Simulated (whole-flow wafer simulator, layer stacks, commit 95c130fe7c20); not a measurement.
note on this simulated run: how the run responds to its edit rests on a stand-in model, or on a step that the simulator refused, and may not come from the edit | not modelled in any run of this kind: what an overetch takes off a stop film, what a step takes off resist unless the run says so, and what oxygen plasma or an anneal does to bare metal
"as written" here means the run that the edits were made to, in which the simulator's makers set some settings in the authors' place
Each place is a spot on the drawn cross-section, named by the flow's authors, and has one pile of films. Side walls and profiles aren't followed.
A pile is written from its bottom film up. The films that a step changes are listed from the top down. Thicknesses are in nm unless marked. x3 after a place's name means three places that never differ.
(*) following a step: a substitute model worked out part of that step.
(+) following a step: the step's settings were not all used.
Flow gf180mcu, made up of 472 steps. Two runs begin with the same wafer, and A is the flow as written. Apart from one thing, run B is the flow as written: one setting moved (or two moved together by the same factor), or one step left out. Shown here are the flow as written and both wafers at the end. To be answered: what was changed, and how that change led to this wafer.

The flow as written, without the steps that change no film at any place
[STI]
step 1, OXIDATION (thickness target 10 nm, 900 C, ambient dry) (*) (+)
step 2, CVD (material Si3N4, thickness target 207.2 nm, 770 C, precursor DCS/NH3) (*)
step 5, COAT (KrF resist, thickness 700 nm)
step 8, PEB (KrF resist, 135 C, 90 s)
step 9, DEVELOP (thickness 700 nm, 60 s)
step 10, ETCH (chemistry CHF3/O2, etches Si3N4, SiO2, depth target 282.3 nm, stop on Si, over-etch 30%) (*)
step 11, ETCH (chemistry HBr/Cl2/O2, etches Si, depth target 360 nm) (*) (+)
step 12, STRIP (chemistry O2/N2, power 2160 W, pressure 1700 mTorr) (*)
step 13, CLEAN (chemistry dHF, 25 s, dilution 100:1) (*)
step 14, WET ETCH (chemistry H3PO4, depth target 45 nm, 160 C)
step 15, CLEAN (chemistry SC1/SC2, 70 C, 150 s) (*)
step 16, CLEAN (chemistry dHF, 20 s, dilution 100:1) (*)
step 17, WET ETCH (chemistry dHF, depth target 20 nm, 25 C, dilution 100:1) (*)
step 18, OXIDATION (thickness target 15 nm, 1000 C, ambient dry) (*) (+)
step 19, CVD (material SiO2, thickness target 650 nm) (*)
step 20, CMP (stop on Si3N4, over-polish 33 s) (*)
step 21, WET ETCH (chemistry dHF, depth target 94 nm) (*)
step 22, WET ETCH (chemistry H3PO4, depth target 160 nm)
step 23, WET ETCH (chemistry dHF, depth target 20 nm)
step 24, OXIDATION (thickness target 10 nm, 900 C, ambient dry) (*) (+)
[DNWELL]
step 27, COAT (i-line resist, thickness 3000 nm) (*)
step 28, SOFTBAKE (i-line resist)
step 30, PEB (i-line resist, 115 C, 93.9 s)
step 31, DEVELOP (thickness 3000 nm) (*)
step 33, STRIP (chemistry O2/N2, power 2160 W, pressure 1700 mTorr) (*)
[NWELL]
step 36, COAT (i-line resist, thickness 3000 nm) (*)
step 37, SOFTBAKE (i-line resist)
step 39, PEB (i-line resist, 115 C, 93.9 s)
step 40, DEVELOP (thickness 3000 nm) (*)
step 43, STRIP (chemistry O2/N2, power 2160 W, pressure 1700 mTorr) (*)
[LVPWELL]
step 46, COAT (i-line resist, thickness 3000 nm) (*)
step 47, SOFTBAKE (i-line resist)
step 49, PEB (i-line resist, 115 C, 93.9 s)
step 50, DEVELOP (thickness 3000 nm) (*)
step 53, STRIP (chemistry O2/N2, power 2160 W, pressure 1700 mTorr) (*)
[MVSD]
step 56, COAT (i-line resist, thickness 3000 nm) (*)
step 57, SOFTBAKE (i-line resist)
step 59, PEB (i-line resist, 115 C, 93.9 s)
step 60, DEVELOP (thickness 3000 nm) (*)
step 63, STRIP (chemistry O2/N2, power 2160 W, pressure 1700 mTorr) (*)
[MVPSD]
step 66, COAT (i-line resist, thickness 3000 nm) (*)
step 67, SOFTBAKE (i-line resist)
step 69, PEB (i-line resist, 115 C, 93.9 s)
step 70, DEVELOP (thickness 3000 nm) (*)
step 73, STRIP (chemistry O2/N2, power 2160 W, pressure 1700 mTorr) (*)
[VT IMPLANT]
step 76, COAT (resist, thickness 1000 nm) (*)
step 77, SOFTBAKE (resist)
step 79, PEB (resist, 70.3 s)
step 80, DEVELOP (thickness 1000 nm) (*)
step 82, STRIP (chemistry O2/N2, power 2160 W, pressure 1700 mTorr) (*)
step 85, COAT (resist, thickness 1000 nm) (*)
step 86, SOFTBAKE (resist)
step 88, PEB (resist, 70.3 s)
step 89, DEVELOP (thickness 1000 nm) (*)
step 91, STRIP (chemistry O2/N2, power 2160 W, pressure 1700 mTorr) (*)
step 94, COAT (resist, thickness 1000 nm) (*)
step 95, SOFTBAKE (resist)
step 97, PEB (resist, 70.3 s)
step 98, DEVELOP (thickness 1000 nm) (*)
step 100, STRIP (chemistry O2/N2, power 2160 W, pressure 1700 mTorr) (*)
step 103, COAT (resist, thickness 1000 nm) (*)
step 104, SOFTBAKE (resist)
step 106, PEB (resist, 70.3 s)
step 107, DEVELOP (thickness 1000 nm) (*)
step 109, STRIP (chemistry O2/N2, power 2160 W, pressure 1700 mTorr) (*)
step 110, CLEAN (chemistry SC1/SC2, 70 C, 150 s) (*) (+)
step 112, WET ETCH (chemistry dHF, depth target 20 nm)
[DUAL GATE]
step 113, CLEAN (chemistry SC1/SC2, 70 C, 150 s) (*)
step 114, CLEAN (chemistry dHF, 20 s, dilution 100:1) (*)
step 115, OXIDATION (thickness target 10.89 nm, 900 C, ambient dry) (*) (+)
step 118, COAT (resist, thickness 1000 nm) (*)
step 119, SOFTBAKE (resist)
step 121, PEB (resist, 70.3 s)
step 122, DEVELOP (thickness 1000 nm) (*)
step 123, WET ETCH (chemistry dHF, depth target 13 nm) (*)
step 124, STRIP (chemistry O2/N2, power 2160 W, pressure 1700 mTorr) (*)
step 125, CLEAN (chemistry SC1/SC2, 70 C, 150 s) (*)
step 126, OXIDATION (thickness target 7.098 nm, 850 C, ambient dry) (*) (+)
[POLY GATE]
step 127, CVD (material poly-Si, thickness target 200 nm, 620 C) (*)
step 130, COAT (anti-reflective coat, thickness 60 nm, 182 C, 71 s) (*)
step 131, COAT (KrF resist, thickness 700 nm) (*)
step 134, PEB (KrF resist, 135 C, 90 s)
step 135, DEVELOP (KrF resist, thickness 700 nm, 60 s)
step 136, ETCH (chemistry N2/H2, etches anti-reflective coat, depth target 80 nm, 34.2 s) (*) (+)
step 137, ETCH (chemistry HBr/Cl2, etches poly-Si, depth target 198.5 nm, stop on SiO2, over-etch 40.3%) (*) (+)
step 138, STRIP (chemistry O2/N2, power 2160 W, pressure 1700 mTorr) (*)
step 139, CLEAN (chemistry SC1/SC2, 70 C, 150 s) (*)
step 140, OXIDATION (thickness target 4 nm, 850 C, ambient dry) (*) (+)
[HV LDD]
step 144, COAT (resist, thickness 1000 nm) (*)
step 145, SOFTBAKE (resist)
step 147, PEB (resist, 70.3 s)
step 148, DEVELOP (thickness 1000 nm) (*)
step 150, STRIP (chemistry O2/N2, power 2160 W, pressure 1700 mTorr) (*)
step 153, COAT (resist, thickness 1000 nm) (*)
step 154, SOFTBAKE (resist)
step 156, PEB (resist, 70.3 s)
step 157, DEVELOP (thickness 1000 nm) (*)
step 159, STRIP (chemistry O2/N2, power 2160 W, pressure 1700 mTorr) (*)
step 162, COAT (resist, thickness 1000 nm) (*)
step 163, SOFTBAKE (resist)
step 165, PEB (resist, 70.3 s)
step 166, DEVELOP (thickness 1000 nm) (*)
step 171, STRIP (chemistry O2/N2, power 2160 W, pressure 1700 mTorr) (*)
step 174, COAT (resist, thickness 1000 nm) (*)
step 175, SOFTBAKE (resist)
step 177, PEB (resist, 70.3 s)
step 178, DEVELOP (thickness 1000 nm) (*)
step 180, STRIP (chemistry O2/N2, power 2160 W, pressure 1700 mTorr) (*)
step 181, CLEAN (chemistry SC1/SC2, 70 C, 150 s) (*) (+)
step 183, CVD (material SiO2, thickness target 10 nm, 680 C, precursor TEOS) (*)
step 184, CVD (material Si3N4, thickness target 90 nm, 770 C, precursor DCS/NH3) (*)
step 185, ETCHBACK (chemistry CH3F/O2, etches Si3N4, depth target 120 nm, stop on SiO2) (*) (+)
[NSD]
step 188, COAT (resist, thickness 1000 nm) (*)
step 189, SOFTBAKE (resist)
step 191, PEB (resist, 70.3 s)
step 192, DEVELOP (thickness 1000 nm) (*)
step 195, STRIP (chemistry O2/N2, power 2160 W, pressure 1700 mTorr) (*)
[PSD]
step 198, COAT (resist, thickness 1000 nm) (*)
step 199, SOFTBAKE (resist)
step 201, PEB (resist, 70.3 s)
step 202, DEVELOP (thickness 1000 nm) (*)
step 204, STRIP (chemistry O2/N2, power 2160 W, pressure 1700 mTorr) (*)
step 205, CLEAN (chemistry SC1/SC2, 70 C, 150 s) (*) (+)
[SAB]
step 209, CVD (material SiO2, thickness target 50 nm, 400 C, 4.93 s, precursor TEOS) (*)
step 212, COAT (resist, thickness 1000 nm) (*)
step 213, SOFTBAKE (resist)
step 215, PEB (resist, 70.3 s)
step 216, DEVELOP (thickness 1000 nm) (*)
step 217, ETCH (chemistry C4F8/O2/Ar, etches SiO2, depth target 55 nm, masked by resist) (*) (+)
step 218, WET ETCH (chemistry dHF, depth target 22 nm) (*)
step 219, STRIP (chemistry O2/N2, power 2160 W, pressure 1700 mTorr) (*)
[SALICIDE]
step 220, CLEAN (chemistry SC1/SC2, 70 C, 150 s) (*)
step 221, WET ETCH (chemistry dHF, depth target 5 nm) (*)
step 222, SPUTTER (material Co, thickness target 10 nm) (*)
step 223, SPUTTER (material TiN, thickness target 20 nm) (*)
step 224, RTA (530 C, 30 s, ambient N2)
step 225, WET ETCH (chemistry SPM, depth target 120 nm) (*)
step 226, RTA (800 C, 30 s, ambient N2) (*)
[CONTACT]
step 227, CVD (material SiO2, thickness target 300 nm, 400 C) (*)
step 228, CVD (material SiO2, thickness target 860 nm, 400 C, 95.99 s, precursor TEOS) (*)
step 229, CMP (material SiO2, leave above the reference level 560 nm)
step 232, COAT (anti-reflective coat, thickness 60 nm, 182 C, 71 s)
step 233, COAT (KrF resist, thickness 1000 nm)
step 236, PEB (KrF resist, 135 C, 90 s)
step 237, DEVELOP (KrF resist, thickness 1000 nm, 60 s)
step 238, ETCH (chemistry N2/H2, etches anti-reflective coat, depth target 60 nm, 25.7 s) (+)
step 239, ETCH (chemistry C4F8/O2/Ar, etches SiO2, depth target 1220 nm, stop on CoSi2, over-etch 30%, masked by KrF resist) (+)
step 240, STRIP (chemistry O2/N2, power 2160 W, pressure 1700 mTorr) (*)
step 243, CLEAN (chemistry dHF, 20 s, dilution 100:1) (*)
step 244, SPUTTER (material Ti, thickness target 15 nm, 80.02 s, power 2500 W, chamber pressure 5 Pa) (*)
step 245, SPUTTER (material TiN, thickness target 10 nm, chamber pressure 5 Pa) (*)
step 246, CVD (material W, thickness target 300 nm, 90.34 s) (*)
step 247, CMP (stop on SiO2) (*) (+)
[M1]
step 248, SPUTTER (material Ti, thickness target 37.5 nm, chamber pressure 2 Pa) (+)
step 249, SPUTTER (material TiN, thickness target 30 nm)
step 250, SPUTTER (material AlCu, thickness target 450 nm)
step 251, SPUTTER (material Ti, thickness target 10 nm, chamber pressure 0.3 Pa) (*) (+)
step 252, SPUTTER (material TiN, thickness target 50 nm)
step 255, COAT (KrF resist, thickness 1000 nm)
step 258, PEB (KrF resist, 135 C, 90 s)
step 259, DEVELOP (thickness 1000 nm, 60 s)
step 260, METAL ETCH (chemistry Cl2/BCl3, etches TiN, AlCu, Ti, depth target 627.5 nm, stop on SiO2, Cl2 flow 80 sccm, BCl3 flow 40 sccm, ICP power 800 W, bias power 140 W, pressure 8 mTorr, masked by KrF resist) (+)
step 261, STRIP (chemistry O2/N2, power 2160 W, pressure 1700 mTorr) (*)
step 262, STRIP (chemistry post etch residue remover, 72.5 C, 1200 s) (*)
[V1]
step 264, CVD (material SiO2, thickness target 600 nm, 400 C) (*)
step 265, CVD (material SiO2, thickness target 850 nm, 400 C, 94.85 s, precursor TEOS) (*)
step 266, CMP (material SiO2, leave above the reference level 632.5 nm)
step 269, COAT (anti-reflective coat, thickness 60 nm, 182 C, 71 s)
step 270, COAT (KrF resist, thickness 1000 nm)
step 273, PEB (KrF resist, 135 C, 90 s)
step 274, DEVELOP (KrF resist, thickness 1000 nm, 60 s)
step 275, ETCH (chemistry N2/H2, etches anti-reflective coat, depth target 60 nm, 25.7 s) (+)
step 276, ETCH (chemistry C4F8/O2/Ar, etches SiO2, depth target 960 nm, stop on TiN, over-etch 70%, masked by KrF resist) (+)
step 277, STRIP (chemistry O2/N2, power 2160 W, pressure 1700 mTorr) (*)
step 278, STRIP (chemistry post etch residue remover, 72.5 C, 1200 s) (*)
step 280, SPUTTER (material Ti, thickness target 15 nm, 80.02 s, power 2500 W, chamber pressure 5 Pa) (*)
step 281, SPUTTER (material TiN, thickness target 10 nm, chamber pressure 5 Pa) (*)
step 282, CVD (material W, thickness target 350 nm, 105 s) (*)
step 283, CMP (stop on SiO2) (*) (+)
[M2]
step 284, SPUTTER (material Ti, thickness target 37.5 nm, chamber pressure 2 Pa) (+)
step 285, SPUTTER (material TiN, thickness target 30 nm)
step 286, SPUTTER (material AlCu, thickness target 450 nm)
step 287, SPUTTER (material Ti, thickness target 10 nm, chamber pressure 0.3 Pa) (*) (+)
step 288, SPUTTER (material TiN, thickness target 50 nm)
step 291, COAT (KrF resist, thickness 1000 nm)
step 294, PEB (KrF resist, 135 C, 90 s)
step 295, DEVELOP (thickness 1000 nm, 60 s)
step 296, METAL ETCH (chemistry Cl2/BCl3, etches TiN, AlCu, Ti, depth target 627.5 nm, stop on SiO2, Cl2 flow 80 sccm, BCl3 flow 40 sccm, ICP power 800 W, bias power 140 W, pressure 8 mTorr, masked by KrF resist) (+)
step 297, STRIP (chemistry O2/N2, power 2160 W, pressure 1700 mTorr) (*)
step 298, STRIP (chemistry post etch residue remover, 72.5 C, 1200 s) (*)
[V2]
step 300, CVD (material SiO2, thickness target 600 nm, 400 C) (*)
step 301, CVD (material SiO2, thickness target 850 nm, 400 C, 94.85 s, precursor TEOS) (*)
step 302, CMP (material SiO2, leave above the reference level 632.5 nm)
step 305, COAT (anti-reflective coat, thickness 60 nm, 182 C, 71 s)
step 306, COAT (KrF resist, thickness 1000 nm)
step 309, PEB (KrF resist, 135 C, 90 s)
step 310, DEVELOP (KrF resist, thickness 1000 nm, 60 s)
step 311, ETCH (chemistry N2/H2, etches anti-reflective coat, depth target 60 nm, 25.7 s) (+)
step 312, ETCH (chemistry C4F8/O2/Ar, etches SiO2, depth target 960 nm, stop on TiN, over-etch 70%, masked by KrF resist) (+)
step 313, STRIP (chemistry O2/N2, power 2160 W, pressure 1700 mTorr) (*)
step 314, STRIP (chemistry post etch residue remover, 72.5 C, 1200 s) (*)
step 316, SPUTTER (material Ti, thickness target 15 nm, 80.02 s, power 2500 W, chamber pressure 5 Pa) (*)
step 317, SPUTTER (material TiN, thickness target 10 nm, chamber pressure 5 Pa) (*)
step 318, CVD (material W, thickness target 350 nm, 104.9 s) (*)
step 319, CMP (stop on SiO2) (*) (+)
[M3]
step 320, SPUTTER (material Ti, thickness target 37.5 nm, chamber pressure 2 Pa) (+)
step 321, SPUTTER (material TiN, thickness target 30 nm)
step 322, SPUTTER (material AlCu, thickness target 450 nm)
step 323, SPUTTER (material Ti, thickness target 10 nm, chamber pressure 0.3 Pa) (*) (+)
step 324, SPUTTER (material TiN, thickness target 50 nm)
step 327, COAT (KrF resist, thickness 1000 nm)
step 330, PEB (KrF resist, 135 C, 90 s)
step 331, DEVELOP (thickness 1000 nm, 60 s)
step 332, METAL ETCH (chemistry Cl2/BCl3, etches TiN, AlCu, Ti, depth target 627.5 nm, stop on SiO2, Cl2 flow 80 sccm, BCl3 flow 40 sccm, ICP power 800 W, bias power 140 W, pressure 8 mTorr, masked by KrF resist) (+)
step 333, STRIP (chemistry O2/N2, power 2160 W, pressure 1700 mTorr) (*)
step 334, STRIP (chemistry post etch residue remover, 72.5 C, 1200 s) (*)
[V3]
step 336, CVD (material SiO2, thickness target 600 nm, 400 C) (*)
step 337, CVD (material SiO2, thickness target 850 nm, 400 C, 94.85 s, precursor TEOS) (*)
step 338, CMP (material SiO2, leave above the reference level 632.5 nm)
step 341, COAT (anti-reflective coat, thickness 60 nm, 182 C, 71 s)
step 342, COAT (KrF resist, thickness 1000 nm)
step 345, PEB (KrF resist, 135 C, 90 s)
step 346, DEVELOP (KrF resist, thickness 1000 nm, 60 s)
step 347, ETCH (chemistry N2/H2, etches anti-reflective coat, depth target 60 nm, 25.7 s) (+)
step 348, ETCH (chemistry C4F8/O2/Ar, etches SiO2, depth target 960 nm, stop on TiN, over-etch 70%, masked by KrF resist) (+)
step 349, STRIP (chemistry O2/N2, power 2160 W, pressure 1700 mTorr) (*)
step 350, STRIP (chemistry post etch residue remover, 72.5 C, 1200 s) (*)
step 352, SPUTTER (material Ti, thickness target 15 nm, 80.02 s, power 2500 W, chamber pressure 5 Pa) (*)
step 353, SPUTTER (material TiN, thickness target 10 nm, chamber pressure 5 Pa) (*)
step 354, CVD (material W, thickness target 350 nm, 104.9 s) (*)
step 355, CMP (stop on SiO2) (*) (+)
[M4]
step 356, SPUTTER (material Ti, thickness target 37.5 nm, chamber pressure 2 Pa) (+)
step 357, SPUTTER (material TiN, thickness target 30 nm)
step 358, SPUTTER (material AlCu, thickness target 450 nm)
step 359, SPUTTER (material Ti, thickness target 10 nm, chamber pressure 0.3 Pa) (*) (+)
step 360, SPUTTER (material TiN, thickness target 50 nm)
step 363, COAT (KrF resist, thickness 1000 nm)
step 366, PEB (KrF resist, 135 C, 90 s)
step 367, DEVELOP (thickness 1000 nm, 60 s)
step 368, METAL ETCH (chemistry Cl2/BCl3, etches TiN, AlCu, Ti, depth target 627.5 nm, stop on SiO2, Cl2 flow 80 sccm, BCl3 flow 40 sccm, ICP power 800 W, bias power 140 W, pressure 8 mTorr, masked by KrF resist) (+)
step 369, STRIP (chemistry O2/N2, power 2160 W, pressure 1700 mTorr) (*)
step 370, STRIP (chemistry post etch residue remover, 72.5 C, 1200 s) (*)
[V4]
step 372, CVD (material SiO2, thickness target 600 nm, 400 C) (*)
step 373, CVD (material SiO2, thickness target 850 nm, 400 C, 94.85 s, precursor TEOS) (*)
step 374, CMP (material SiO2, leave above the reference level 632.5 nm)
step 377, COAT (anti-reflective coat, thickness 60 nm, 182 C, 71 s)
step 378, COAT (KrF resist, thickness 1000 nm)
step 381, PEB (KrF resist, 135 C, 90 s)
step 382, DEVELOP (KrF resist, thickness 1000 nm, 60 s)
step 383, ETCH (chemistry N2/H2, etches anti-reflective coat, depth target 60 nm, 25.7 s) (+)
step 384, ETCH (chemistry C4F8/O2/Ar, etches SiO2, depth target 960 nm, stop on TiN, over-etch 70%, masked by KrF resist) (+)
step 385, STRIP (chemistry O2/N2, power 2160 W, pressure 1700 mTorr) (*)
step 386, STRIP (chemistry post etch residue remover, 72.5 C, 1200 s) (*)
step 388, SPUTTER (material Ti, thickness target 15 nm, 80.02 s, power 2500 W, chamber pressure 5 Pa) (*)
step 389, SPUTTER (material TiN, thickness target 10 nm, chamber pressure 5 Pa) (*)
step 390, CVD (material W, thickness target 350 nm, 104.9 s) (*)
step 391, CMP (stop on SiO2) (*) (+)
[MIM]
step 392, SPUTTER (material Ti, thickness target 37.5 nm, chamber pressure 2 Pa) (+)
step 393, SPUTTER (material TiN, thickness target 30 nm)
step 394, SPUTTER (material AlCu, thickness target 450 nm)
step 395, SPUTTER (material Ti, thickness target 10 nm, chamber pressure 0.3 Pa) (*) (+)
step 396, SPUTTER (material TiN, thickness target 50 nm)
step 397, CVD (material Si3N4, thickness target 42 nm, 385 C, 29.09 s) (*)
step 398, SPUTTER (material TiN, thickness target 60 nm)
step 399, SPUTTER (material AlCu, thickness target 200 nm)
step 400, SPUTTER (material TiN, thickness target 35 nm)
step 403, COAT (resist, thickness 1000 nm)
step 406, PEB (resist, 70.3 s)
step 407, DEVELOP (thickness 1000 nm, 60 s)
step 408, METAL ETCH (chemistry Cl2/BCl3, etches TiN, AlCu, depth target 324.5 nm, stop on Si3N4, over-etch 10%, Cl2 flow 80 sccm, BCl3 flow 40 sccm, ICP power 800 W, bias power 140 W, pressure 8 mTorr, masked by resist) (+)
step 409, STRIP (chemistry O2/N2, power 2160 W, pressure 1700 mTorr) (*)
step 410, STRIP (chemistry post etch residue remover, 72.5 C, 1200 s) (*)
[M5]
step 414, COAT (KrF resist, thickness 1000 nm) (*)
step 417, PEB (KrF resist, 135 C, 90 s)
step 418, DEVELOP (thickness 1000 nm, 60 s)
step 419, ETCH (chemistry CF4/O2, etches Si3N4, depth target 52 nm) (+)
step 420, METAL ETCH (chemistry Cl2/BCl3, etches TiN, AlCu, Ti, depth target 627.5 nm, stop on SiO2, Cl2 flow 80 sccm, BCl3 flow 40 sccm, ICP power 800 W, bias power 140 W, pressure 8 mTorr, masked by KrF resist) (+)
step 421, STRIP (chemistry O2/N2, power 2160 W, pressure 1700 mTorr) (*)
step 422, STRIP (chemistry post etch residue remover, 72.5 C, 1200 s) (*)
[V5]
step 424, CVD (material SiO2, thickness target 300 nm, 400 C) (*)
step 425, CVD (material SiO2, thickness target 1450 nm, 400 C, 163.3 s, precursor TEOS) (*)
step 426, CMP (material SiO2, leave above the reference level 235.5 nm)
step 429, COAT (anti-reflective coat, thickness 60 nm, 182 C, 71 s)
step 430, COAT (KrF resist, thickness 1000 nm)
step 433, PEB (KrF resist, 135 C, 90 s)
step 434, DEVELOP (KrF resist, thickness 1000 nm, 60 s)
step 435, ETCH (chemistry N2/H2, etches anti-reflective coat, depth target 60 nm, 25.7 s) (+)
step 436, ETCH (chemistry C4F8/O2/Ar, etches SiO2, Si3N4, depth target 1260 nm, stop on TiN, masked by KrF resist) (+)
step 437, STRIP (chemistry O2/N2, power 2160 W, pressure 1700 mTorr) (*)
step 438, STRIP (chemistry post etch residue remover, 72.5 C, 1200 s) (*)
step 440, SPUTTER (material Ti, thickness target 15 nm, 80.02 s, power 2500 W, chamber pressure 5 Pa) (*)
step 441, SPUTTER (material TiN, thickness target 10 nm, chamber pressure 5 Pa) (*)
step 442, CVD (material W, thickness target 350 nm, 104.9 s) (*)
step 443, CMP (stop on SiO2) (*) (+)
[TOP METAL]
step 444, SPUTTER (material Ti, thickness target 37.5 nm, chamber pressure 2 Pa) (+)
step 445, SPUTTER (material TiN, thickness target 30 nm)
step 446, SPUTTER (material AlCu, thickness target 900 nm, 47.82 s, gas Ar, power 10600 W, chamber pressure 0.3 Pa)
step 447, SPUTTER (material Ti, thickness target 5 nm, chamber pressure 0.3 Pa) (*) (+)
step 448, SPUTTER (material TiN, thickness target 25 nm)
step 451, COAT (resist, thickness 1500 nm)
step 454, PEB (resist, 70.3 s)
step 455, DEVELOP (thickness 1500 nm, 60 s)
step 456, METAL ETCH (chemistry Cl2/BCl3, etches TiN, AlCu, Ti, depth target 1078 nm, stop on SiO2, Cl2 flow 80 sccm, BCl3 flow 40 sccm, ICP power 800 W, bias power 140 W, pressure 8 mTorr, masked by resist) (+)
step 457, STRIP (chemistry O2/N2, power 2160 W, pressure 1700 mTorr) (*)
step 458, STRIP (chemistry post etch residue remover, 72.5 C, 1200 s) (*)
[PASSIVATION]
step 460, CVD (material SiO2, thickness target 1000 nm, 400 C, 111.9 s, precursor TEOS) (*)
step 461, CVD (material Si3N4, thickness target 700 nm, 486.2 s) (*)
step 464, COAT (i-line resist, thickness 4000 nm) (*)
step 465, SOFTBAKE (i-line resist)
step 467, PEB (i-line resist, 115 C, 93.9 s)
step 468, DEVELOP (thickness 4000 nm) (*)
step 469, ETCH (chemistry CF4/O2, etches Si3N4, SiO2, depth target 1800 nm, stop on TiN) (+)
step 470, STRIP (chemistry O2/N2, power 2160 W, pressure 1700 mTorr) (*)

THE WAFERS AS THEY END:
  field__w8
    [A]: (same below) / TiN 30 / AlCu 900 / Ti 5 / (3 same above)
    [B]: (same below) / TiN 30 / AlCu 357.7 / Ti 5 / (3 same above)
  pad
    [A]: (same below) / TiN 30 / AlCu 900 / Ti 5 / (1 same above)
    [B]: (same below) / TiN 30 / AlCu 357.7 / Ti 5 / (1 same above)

Cause: step 446, SPUTTER: 19.61 s was run, though the flow has 47.82 s.

How this came from the change, step by step:
  step 446, SPUTTER (material AlCu, thickness target 900 nm, 47.82 s, gas Ar, power 10600 W, chamber pressure 0.3 Pa)
      field, field__w1, field__w2 and 109 more: A AlCu gains 900 (new film) | B AlCu gains 357.7 (new film)
  step 456, METAL ETCH (chemistry Cl2/BCl3, etches TiN, AlCu, Ti, depth target 1078 nm, stop on SiO2, Cl2 flow 80 sccm, BCl3 flow 40 sccm, ICP power 800 W, bias power 140 W, pressure 8 mTorr, masked by resist) (+)
      field, field__w1, field__w2 and 103 more: A TiN loses 25 (all of it), Ti loses 5 (all of it), AlCu loses 900 (all of it), TiN loses 30 (all of it), Ti loses 37.5 (all of it) | B TiN loses 25 (all of it), Ti loses 5 (all of it), AlCu loses 357.7 (all of it), TiN loses 30 (all of it), Ti loses 37.5 (all of it)
      field__w8, contact, m1, m1__w1, pad, m1_nw: A resist loses 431 | B resist loses 273.1
  step 457, STRIP (chemistry O2/N2, power 2160 W, pressure 1700 mTorr) (*)
      field__w8, contact, m1, m1__w1, pad, m1_nw: A resist loses 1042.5 (all of it) | B resist loses 1200.3 (all of it)
  step 464, COAT (i-line resist, thickness 4000 nm) (*)
      field: A i-line resist gains 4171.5 (new film) | B i-line resist gains 4063.5 (new film)
      field__w8: A i-line resist gains 3093.1 (new film) | B i-line resist gains 3579.7 (new film)
      (and at 11 other places as well)
  step 465, SOFTBAKE (i-line resist)
      gate: A i-line resist gains 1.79 | B i-line resist loses 1.25
      field__w11, field__w13: A i-line resist gains 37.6 | B i-line resist gains 13.1
      (and at 66 other places as well)
  step 467, PEB (i-line resist, 115 C, 93.9 s)
      field__w8, m1__w1: A i-line resist loses 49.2 | B i-line resist loses 59.2
      contact, m1: A i-line resist loses 49.6 | B i-line resist loses 59.3
      (and at 2 other places as well)
  step 468, DEVELOP (thickness 4000 nm) (*)
      pad: A i-line resist loses 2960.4 (all of it) | B i-line resist loses 3488.7 (all of it)
  step 470, STRIP (chemistry O2/N2, power 2160 W, pressure 1700 mTorr) (*)
      field__w8, m1__w1: A i-line resist loses 1775.9 (all of it) | B i-line resist loses 2295.8 (all of it)
      contact: A i-line resist loses 1798.3 (all of it) | B i-line resist loses 2302.7 (all of it)
      (and at 2 other places as well)
